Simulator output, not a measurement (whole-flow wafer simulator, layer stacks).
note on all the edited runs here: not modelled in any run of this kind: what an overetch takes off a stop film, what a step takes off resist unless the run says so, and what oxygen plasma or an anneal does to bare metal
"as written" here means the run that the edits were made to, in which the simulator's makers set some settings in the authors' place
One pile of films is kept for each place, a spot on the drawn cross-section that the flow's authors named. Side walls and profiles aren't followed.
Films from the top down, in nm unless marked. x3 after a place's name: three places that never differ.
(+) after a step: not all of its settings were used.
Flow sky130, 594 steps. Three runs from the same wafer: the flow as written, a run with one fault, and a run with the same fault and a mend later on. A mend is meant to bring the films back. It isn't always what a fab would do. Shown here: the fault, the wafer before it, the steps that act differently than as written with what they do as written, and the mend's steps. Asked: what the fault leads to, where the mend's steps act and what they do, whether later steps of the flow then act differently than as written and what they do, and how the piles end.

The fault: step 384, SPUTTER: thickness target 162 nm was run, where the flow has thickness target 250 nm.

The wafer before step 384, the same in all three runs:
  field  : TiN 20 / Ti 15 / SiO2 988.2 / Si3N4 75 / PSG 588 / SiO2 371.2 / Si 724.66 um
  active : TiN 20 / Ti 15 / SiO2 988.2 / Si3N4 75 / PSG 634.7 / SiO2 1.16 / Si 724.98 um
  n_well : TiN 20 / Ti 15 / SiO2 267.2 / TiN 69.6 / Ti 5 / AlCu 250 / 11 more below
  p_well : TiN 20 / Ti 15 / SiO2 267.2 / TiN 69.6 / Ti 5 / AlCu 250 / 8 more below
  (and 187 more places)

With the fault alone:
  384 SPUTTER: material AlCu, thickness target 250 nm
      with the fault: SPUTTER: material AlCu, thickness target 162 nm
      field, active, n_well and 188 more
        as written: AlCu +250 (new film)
        with the fault: AlCu +162 (new film)
  Later steps of the flow that act differently than as written (4 more steps differ only slightly, by at most 2% or 0.5 nm, whichever is larger, and aren't shown):
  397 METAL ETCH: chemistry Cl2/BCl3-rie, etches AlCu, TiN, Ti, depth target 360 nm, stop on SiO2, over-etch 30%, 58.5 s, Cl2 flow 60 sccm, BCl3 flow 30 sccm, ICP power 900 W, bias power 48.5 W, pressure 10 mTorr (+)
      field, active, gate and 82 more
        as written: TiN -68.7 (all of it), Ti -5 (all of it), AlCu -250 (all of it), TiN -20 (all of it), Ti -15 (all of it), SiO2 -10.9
        with the fault: TiN -68.7 (all of it), Ti -5 (all of it), AlCu -162 (all of it), TiN -20 (all of it), Ti -15 (all of it), SiO2 -19.7
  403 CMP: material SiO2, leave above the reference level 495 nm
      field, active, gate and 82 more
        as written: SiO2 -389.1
        with the fault: SiO2 -468.3
  At the end the piles differ from the flow's by more than 2% or 0.5 nm, whichever is larger, at n_well, p_well, gate_hv and 122 more.
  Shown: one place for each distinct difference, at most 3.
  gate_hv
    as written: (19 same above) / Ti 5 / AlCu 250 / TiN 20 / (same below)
    with the fault: (19 same above) / Ti 5 / AlCu 162 / TiN 20 / (same below)
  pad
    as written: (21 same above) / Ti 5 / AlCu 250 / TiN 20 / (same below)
    with the fault: (21 same above) / Ti 5 / AlCu 162 / TiN 20 / (same below)
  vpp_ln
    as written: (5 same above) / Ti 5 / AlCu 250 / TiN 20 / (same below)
    with the fault: (5 same above) / Ti 5 / AlCu 162 / TiN 20 / (same below)

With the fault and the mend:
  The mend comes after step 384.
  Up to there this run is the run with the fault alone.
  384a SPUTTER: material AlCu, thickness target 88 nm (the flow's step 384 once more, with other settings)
      field, active, n_well and 188 more
        AlCu +88
  No later step of the flow acts differently than as written at any place that is followed.
  At the end the piles are the same as the flow's at every place that both follow.
